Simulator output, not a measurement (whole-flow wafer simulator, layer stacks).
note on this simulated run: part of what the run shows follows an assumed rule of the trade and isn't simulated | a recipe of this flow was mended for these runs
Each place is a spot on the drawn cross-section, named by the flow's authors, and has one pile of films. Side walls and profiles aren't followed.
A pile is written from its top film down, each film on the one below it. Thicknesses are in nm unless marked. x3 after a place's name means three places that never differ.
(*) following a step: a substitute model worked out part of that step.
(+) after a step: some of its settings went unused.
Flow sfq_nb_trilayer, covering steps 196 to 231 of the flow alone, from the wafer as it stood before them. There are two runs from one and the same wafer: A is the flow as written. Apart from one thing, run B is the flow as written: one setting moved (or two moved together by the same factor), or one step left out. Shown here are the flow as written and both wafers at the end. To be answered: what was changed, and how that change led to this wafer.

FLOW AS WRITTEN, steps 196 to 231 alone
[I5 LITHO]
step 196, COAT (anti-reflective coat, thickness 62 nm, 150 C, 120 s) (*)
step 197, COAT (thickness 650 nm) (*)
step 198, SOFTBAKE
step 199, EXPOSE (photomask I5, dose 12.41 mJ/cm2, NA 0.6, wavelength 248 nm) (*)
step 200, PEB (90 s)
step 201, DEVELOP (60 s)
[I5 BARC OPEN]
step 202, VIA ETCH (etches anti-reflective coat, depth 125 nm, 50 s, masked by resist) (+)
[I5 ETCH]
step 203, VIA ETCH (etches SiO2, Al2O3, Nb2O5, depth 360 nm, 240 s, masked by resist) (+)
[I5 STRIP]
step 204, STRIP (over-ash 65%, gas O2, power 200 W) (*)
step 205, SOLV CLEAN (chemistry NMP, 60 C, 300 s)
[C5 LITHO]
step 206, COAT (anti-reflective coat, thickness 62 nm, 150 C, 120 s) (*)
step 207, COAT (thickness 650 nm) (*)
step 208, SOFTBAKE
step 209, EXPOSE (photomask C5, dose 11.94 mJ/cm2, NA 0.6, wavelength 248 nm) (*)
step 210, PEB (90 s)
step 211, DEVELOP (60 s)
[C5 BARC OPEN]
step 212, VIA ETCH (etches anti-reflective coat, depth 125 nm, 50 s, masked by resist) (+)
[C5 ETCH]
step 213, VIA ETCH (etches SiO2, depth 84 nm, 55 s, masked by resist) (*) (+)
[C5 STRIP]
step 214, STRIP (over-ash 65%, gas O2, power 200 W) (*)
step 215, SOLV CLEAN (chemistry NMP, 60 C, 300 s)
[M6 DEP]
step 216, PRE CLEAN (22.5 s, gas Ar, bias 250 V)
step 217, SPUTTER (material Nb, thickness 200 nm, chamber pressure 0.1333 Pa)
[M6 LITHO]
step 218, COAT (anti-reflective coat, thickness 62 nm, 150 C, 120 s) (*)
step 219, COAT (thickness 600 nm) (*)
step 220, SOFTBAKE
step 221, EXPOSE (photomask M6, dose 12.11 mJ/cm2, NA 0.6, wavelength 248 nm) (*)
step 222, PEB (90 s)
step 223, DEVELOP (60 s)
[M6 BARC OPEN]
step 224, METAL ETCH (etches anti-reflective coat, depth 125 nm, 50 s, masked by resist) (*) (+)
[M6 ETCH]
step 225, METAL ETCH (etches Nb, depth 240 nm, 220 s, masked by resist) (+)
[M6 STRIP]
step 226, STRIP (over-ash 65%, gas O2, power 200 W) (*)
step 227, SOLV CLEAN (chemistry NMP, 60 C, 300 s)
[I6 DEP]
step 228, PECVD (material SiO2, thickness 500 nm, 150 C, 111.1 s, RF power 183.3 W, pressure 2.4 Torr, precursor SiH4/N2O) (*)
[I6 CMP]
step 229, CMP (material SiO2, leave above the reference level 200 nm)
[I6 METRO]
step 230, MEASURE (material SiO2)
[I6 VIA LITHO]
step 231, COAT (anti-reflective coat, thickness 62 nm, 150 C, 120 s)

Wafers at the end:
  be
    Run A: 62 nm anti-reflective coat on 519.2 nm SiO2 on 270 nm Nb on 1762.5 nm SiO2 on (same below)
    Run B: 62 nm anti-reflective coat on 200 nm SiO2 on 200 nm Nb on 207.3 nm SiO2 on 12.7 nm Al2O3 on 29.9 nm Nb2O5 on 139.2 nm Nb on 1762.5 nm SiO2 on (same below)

Cause: step 202, VIA ETCH: etches anti-reflective coat, depth 125 nm, 50 s, masked by resist (+), was not run.

How this came from the change, step by step:
  step 203, VIA ETCH (etches SiO2, Al2O3, Nb2O5, depth 360 nm, 240 s, masked by resist) (+)
      be: A SiO2 loses 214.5 (all of it), Al2O3 loses 12.7 (all of it), Nb2O5 loses 29.9 (all of it), Nb loses 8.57 | B anti-reflective coat loses 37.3
  step 204, STRIP (over-ash 65%, gas O2, power 200 W) (*)
      be: A nothing | B anti-reflective coat loses 25.4 (all of it)
      p4_fl x5, p4_w1 x9, p3_s0 x9, l0r_line_l x3, l0r_space_c x15, m0r_space_l x2, m6r_line_l x2, m6r_space_l x2: A KrF-resist-other-grade loses 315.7 (all of it), anti-reflective coat loses 62 (all of it) | B KrF-resist-other-grade loses 385.1 (all of it), anti-reflective coat loses 62 (all of it)
      (and at 58 other places as well)
  step 206, COAT (anti-reflective coat, thickness 62 nm, 150 C, 120 s) (*)
      via_wr: A anti-reflective coat gains 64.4 (new film) | B anti-reflective coat gains 62.3 (new film)
      via_sp: A anti-reflective coat gains 69 (new film) | B anti-reflective coat gains 62.3 (new film)
      (and at 7 other places as well)
  step 207, COAT (thickness 650 nm) (*)
      via_v: A KrF-resist-other-grade gains 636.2 (new film) | B KrF-resist-other-grade gains 651 (new film)
      be: A KrF-resist-other-grade gains 815 (new film) | B KrF-resist-other-grade gains 650.9 (new film)
      (and at 2 other places as well)
  step 212, VIA ETCH (etches anti-reflective coat, depth 125 nm, 50 s, masked by resist) (+)
      c5j: A anti-reflective coat loses 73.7 (all of it), SiO2 loses 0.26 | B anti-reflective coat loses 69.2 (all of it), SiO2 loses 0.28
  step 214, STRIP (over-ash 65%, gas O2, power 200 W) (*)
      via_wr: A KrF-resist-other-grade loses 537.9 (all of it), anti-reflective coat loses 64.4 (all of it) | B KrF-resist-other-grade loses 541.9 (all of it), anti-reflective coat loses 62.3 (all of it)
      via_sp: A KrF-resist-other-grade loses 532 (all of it), anti-reflective coat loses 69 (all of it) | B KrF-resist-other-grade loses 542 (all of it), anti-reflective coat loses 62.3 (all of it)
      (and at 7 other places as well)
  step 216, PRE CLEAN (22.5 s, gas Ar, bias 250 V)
      be: A Nb loses 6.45 | B SiO2 loses 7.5
  step 217, SPUTTER (material Nb, thickness 200 nm, chamber pressure 0.1333 Pa)
      be: A Nb gains 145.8 | B Nb gains 200 (new film)
  step 218, COAT (anti-reflective coat, thickness 62 nm, 150 C, 120 s) (*)
      via_wr: A anti-reflective coat gains 64.4 (new film) | B anti-reflective coat gains 62.2 (new film)
      via_sp: A anti-reflective coat gains 68.8 (new film) | B anti-reflective coat gains 62.2 (new film)
      (and at 11 other places as well)
  step 219, COAT (thickness 600 nm) (*)
      via_v: A KrF-resist-other-grade gains 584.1 (new film) | B KrF-resist-other-grade gains 600.5 (new film)
      be: A KrF-resist-other-grade gains 795.2 (new film) | B KrF-resist-other-grade gains 598.8 (new film)
      (and at 2 other places as well)
  step 223, DEVELOP (60 s)
      gap: A KrF-resist-other-grade loses 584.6 (all of it) | B KrF-resist-other-grade loses 601.3 (all of it)
  step 224, METAL ETCH (etches anti-reflective coat, depth 125 nm, 50 s, masked by resist) (*) (+)
      gap: A anti-reflective coat loses 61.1 (all of it) | B anti-reflective coat loses 57.7 (all of it)
  step 226, STRIP (over-ash 65%, gas O2, power 200 W) (*)
      via_wr: A KrF-resist-other-grade loses 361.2 (all of it), anti-reflective coat loses 64.4 (all of it) | B KrF-resist-other-grade loses 364.9 (all of it), anti-reflective coat loses 62.2 (all of it)
      via_sp: A KrF-resist-other-grade loses 355.6 (all of it), anti-reflective coat loses 68.8 (all of it) | B KrF-resist-other-grade loses 364.9 (all of it), anti-reflective coat loses 62.2 (all of it)
      (and at 10 other places as well)
  step 228, PECVD (material SiO2, thickness 500 nm, 150 C, 111.1 s, RF power 183.3 W, pressure 2.4 Torr, precursor SiH4/N2O) (*)
      be: A SiO2 gains 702 (new film) | B SiO2 gains 500 (new film)
  step 229, CMP (material SiO2, leave above the reference level 200 nm)
      be: A SiO2 loses 182.7 | B SiO2 loses 300
Taking metal films that touch as one body, be has 3 bodies (between them, from the top down: SiO2 207.3 / Al2O3 12.7 / Nb2O5 29.9; SiO2 1762.5); the flow as written gives 2 bodies (between them, from the top down: SiO2 1762.5).
